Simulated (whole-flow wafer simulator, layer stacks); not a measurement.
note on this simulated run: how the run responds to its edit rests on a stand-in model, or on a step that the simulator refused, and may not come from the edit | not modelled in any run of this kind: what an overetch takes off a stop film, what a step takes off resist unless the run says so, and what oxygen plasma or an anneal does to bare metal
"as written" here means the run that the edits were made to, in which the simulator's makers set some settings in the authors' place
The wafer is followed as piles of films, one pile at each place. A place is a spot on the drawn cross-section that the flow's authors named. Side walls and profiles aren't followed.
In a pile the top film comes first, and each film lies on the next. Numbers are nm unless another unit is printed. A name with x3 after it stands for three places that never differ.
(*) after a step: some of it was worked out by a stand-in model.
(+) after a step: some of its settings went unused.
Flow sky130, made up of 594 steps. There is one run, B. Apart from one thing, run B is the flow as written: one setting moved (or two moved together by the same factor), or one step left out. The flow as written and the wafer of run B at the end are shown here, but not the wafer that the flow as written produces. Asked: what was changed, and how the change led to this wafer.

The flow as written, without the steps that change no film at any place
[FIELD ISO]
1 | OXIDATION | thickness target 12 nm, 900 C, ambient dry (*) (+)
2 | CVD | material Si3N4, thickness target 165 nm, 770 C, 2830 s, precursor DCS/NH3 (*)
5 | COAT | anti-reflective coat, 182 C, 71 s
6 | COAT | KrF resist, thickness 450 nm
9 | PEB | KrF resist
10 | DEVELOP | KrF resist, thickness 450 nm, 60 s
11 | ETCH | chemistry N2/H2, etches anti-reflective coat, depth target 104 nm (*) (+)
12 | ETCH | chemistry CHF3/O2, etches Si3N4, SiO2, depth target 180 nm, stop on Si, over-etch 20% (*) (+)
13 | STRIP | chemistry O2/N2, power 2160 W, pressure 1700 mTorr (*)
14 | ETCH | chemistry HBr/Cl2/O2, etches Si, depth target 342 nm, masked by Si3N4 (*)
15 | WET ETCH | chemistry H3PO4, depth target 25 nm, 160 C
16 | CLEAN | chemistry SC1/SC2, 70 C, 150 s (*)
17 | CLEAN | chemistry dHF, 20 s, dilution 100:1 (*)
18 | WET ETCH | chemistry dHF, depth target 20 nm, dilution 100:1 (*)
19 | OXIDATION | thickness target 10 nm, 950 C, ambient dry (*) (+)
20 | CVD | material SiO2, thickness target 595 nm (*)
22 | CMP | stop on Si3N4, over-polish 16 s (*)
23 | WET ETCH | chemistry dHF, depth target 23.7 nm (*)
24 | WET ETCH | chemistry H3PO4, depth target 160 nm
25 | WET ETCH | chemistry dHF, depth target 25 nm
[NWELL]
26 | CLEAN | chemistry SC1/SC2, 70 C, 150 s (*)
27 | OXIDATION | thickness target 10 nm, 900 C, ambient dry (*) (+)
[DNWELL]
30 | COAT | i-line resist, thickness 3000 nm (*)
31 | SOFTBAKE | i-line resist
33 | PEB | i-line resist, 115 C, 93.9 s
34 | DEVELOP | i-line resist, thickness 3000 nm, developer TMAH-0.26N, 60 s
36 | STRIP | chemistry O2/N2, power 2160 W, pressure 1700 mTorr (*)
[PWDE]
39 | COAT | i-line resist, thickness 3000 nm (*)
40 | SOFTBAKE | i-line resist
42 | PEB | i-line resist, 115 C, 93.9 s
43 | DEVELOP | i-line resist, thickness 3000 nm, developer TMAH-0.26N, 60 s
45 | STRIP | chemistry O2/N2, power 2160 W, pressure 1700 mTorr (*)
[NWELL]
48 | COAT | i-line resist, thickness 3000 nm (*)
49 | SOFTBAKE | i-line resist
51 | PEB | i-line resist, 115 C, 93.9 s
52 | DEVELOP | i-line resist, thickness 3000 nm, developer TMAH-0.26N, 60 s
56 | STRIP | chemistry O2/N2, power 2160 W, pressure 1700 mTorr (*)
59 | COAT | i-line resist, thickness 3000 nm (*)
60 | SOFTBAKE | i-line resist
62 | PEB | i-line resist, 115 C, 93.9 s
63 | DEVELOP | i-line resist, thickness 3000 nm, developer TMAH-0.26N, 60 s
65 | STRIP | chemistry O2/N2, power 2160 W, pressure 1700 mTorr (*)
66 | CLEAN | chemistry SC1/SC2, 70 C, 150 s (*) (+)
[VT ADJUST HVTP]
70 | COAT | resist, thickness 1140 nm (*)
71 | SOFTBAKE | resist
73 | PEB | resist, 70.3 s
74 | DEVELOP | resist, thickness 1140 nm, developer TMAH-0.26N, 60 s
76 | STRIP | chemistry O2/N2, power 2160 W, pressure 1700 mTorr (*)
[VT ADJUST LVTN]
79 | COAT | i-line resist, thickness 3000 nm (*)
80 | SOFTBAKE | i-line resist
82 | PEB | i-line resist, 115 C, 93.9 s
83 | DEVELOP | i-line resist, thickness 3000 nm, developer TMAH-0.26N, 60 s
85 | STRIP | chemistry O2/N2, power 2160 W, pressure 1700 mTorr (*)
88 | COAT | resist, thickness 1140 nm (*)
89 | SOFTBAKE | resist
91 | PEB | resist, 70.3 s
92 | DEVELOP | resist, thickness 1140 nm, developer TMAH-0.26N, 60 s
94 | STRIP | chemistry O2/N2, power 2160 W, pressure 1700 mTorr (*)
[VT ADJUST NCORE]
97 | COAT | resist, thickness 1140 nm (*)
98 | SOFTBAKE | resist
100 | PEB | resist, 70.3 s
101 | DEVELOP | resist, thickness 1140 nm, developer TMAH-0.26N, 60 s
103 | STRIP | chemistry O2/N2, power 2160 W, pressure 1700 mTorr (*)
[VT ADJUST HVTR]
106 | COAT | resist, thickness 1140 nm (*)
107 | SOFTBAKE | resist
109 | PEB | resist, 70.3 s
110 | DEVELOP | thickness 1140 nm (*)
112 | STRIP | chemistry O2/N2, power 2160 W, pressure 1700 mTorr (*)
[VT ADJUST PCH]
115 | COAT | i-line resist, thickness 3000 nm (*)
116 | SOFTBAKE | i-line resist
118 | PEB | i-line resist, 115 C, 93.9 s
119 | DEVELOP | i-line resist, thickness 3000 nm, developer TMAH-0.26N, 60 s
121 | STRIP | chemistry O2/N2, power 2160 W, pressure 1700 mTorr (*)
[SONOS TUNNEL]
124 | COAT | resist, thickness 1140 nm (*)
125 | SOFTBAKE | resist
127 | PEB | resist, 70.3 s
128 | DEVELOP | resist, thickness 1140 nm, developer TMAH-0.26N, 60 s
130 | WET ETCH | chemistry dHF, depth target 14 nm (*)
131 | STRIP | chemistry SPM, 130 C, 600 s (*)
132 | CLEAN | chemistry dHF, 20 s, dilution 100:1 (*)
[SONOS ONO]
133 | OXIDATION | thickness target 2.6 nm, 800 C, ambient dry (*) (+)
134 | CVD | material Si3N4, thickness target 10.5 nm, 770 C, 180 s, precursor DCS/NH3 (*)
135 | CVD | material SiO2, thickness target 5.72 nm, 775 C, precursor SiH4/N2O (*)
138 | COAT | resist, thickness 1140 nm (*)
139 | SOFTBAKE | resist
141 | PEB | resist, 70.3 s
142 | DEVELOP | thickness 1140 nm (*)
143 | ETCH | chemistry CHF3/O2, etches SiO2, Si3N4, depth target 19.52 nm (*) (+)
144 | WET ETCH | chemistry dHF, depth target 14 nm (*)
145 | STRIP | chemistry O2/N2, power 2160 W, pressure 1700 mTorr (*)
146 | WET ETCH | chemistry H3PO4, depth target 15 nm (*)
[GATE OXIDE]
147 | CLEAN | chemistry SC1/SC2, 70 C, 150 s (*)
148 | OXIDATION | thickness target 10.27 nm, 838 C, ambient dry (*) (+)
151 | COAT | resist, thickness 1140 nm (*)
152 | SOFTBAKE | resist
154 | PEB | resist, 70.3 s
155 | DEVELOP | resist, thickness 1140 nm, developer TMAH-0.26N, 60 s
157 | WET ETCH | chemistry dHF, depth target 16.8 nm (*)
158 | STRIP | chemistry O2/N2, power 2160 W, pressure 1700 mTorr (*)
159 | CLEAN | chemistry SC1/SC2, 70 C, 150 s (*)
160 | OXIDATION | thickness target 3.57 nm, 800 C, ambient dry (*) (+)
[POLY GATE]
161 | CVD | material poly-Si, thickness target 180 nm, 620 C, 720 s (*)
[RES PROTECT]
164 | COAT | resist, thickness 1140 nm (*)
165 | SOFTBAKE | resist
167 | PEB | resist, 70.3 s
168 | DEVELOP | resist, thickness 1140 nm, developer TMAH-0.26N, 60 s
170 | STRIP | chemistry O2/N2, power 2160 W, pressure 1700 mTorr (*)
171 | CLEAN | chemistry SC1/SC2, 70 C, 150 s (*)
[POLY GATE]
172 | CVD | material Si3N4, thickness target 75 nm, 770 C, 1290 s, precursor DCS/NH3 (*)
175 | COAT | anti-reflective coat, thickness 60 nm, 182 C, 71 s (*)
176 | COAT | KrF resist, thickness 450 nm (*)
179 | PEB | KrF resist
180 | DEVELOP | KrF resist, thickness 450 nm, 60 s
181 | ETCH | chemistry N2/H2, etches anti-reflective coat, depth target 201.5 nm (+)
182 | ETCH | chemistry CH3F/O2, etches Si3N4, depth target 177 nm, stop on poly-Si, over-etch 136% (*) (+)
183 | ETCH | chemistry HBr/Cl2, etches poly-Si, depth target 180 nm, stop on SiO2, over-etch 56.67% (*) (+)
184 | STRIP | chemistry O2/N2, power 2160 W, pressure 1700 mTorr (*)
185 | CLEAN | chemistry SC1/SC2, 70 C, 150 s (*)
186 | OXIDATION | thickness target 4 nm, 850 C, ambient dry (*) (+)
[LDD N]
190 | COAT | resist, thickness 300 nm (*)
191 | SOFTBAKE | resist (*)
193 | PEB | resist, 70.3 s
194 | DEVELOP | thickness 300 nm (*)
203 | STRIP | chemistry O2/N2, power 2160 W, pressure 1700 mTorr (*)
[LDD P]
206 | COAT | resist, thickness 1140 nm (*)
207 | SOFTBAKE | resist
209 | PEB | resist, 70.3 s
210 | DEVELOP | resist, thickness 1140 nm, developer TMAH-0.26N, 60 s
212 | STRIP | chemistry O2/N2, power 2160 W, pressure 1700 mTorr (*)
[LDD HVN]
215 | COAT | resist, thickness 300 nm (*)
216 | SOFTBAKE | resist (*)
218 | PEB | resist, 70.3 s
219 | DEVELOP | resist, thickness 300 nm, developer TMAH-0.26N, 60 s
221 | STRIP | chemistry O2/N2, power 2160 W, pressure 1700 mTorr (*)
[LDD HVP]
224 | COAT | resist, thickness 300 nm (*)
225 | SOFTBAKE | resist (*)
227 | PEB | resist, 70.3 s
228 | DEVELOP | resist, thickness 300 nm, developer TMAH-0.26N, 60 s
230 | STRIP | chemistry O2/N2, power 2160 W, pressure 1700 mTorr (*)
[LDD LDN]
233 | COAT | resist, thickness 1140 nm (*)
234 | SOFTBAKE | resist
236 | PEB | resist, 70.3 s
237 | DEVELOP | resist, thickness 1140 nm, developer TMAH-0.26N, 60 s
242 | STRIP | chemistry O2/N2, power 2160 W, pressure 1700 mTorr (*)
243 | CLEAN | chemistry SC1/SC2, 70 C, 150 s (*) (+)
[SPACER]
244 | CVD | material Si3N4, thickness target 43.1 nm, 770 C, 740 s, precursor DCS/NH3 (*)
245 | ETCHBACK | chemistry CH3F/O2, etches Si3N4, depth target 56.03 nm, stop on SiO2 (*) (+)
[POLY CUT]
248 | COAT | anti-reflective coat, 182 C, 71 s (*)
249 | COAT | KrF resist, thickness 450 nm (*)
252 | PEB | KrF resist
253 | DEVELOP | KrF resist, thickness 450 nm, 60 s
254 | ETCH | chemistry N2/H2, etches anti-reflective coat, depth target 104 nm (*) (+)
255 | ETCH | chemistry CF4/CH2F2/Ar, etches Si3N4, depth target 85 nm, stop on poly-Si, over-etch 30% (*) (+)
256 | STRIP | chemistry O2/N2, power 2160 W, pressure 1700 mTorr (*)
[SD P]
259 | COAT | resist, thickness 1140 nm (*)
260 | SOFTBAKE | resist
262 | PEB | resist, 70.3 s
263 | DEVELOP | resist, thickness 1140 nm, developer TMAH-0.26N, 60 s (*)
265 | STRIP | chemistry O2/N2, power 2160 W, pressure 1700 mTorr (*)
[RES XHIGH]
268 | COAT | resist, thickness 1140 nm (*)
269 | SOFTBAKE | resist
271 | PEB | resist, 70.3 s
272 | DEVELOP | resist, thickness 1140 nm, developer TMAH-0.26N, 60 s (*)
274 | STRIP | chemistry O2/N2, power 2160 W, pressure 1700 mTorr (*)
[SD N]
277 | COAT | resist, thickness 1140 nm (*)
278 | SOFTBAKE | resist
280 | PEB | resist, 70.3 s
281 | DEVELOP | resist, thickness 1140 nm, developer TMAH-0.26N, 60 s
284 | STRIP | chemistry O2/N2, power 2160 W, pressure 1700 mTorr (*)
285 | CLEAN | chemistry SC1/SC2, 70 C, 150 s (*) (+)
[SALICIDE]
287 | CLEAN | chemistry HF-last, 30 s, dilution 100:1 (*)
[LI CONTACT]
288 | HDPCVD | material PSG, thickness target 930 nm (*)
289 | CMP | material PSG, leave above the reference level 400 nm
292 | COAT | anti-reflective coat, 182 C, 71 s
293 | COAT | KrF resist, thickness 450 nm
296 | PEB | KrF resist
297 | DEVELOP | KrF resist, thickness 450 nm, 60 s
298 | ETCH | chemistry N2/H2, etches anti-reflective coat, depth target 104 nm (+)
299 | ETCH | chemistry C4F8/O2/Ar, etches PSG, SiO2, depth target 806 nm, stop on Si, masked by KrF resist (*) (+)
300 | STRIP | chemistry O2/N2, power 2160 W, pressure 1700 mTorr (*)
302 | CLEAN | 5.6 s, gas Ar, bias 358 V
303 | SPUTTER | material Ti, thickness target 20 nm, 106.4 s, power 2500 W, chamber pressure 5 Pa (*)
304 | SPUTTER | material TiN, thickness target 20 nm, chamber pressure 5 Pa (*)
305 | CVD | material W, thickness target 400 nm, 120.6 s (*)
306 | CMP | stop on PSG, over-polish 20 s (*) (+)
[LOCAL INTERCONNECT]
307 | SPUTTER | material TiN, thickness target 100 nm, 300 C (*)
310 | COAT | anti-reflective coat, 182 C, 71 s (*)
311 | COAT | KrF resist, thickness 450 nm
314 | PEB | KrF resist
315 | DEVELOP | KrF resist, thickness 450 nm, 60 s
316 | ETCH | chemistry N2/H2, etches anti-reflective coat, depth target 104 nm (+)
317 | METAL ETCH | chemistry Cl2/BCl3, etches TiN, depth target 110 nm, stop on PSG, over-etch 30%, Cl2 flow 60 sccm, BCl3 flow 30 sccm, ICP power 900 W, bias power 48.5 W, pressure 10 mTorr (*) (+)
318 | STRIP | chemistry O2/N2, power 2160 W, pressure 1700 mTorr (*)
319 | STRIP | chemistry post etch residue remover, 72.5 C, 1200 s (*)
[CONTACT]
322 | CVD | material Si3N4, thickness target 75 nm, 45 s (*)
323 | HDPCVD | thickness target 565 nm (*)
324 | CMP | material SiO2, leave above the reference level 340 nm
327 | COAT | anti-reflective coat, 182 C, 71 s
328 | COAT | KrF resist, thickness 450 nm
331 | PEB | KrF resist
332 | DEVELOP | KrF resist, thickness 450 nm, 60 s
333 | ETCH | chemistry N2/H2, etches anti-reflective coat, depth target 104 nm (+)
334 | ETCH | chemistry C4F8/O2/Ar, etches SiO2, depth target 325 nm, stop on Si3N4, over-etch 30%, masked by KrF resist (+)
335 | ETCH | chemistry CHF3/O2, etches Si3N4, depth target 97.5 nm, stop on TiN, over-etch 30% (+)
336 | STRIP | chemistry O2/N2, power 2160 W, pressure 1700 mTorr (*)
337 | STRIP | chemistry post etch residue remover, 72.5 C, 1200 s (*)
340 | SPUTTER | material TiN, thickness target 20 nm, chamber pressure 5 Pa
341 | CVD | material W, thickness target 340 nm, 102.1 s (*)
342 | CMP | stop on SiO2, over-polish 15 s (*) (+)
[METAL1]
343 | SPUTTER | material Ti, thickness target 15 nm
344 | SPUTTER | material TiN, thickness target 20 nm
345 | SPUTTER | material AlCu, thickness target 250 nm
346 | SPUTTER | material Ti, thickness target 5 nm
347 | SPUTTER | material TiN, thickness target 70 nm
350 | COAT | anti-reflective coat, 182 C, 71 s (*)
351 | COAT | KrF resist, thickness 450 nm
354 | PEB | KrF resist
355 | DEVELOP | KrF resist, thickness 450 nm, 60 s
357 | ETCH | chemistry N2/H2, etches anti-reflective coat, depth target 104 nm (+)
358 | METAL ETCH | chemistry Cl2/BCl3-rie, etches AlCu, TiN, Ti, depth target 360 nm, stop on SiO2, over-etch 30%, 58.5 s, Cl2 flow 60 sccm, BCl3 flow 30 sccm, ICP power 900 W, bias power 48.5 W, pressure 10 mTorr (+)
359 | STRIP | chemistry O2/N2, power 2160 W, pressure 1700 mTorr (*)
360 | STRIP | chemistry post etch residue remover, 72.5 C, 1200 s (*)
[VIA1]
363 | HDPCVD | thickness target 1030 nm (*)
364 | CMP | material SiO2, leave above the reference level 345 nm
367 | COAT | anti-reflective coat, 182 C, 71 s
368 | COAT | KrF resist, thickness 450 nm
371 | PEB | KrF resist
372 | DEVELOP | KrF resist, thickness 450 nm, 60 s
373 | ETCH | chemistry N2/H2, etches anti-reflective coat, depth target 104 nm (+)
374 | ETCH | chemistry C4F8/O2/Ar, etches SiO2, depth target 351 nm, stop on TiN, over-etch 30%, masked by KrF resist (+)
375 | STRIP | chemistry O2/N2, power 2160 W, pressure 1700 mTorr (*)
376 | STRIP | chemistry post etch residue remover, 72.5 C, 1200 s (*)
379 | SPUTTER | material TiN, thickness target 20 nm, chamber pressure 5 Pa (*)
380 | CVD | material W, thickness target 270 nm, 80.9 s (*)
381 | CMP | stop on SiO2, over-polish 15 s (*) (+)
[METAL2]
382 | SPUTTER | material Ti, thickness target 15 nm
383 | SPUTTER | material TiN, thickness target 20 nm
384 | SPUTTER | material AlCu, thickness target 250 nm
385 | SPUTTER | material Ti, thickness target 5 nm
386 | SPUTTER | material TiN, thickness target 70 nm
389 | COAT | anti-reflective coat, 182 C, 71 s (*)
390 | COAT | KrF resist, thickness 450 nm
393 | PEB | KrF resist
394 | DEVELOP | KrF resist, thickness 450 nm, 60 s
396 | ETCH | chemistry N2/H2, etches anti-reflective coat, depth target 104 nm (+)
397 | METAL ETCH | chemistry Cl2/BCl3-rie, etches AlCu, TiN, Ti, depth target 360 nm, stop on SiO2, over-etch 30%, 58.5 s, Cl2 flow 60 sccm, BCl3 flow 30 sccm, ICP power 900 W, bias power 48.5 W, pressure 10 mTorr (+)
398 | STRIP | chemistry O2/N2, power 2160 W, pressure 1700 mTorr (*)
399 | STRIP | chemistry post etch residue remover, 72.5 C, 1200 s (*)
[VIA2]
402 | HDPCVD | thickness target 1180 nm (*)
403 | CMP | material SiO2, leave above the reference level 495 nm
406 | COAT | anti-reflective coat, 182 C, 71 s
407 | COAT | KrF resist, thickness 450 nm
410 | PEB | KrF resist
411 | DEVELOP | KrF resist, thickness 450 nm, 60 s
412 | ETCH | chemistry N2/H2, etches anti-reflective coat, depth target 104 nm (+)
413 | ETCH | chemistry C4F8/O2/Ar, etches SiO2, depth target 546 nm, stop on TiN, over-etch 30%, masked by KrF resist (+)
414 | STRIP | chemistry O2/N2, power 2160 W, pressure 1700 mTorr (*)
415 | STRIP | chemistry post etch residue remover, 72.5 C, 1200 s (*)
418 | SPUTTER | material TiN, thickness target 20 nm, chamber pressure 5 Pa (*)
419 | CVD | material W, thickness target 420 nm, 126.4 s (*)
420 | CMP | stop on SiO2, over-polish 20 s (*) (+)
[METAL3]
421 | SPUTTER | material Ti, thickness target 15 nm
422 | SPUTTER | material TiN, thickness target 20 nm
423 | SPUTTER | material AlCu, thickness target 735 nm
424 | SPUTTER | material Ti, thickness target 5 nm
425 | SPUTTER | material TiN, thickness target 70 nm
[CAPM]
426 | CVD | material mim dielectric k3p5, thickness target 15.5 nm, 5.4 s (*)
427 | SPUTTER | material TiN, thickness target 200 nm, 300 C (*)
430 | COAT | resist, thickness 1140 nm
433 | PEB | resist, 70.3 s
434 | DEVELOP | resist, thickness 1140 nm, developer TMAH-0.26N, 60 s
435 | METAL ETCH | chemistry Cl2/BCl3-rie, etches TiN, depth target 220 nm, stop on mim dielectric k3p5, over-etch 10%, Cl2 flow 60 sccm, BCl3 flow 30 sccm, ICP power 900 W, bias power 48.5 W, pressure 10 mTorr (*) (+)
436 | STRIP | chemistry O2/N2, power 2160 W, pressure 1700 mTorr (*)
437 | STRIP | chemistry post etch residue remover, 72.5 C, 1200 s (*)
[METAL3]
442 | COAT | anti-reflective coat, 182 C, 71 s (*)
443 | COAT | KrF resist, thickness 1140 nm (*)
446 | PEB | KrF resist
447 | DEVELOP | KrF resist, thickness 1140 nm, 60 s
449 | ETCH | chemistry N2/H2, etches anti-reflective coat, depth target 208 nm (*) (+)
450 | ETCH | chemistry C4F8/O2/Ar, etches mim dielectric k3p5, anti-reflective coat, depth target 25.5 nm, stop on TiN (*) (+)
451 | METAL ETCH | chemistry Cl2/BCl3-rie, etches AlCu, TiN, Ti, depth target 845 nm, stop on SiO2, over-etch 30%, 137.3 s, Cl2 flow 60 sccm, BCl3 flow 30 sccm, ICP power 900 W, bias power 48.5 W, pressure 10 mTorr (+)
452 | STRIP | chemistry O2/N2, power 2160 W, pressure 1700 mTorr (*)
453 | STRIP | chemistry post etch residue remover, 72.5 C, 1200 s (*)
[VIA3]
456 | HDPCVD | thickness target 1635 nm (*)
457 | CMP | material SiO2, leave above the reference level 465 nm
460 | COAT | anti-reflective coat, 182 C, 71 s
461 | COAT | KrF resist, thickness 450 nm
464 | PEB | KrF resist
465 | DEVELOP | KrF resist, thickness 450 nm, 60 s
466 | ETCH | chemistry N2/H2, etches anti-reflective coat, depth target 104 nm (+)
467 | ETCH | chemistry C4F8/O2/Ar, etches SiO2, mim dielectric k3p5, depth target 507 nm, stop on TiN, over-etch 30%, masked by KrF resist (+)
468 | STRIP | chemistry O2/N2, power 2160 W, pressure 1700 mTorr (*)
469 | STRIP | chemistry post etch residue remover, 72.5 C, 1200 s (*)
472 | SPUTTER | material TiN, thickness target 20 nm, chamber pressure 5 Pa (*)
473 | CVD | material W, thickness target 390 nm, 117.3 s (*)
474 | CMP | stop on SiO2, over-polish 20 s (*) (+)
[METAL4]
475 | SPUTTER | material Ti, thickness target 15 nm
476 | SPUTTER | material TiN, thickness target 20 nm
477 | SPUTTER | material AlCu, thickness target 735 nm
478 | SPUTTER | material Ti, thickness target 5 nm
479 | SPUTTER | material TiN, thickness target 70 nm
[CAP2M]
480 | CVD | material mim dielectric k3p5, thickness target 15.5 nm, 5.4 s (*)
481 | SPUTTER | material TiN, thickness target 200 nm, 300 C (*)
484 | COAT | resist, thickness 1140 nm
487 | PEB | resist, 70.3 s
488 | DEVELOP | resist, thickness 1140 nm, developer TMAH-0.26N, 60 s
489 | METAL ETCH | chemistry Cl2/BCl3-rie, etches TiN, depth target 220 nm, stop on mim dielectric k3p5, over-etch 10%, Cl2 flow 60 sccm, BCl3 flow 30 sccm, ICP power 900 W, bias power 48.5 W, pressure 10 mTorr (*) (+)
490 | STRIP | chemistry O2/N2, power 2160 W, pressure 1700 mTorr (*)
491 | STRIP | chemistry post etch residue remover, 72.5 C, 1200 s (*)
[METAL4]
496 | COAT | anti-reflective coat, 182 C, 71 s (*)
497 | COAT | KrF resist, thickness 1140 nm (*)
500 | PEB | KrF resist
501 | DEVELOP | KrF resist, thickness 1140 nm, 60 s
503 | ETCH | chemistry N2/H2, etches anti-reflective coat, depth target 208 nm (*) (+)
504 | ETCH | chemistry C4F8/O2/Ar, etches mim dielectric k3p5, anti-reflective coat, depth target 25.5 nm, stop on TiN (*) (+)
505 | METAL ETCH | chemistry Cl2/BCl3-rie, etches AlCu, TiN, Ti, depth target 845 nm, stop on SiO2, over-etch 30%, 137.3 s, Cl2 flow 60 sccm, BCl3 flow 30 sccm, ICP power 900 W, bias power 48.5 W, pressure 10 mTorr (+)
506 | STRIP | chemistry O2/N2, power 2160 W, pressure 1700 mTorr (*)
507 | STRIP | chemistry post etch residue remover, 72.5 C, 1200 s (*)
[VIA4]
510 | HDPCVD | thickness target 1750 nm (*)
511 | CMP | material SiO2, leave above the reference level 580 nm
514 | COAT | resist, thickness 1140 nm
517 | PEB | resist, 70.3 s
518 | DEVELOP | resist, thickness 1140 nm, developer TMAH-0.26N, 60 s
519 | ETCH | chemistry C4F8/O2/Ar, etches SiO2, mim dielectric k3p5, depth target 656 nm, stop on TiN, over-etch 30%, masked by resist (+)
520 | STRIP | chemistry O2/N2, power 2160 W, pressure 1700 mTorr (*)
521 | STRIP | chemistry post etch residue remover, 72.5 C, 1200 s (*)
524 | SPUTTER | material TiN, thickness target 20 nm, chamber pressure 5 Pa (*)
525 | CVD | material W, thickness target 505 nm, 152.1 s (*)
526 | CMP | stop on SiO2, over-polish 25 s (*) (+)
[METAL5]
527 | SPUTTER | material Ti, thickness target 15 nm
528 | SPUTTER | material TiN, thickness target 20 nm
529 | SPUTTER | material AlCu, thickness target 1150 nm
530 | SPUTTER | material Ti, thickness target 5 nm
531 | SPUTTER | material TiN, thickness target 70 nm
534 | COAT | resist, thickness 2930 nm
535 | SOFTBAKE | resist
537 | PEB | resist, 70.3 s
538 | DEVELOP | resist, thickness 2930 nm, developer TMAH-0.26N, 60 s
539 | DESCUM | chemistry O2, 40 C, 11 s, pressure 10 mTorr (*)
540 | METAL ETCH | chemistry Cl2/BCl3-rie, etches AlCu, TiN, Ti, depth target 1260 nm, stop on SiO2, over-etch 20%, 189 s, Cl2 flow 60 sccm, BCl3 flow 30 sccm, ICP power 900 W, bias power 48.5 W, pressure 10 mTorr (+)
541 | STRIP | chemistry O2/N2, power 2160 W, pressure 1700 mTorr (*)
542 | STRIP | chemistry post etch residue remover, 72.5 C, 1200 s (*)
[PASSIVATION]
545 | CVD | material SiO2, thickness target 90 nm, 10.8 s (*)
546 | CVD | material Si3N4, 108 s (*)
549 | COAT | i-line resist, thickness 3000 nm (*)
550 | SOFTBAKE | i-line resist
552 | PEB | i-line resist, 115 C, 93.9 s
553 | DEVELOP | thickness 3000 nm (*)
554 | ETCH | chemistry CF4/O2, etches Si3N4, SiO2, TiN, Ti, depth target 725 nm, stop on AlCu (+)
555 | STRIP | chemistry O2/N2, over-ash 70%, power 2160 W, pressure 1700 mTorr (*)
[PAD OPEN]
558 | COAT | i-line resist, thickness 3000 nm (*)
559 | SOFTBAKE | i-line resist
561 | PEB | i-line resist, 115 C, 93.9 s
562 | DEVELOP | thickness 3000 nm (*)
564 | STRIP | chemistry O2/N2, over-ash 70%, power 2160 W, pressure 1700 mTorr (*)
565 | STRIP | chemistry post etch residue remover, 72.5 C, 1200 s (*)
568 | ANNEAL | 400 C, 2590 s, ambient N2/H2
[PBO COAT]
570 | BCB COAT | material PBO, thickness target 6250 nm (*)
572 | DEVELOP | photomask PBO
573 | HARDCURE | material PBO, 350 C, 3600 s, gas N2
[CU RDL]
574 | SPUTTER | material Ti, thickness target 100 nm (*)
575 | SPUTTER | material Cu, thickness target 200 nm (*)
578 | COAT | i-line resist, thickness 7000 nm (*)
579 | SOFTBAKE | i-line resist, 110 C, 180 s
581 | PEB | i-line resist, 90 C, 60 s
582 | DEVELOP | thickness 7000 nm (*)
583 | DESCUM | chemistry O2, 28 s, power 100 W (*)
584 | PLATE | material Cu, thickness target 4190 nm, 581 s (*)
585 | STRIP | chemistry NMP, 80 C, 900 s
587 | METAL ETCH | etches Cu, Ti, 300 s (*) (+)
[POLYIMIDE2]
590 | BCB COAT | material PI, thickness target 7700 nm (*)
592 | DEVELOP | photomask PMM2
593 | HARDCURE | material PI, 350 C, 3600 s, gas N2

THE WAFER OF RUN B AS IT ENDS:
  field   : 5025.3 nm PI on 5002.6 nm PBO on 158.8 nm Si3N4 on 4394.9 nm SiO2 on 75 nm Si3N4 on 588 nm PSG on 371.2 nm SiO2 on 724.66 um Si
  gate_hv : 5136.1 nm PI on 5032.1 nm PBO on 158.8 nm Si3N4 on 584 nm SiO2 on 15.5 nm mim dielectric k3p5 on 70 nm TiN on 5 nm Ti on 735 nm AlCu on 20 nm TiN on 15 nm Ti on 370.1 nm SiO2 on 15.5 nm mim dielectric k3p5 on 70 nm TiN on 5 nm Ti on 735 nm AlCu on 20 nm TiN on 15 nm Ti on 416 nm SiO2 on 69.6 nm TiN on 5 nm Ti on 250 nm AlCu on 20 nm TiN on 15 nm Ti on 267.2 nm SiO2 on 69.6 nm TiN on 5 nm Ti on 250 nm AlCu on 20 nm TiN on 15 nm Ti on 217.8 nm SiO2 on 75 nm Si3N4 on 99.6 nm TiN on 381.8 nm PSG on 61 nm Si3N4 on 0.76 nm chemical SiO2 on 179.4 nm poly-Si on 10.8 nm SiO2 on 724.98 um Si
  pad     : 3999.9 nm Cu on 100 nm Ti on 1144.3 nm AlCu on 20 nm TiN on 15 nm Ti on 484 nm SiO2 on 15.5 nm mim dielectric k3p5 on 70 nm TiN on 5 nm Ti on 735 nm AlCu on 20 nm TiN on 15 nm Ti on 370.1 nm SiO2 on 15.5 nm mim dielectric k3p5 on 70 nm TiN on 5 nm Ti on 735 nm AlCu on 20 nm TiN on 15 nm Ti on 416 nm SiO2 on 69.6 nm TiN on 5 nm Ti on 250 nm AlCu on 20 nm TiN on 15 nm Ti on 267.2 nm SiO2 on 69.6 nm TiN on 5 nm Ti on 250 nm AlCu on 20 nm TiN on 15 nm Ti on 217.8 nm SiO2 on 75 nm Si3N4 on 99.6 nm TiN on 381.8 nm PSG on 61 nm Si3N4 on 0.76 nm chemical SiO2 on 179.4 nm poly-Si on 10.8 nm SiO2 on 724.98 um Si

Cause: step 324, CMP: leave above the reference level 296 nm was run, while the flow as written has leave above the reference level 340 nm.

How this came from the change, step by step:
  324 | CMP | material SiO2, leave above the reference level 340 nm
      n_well, p_well, gate_hv and 93 more: SiO2 loses 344 (it would be, as written: SiO2 loses 300)
      field, active, gate and 88 more: SiO2 loses 244.4 (it would be, as written: SiO2 loses 200.4)
      (as well as at 4 more places)
  334 | ETCH | chemistry C4F8/O2/Ar, etches SiO2, depth target 325 nm, stop on Si3N4, over-etch 30%, masked by KrF resist (+)
      poly_licon, ndiff_licon, ndiff_licon_cpp, rpo_hd_licon: SiO2 loses 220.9 (all of it) (it would be, as written: SiO2 loses 264.9 (all of it))
  340 | SPUTTER | material TiN, thickness target 20 nm, chamber pressure 5 Pa
      ndiff_licon, ndiff_licon_cpp, rpo_hd_licon: TiN gains 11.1 (it would be, as written: TiN gains 10.4)
  341 | CVD | material W, thickness target 340 nm, 102.1 s (*)
      ndiff_licon, ndiff_licon_cpp, rpo_hd_licon: W gains 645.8 (new film) (it would be, as written: W gains 690.5 (new film))
  342 | CMP | stop on SiO2, over-polish 15 s (*) (+)
      poly_licon: W loses 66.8 (it would be, as written: W loses 22.8)
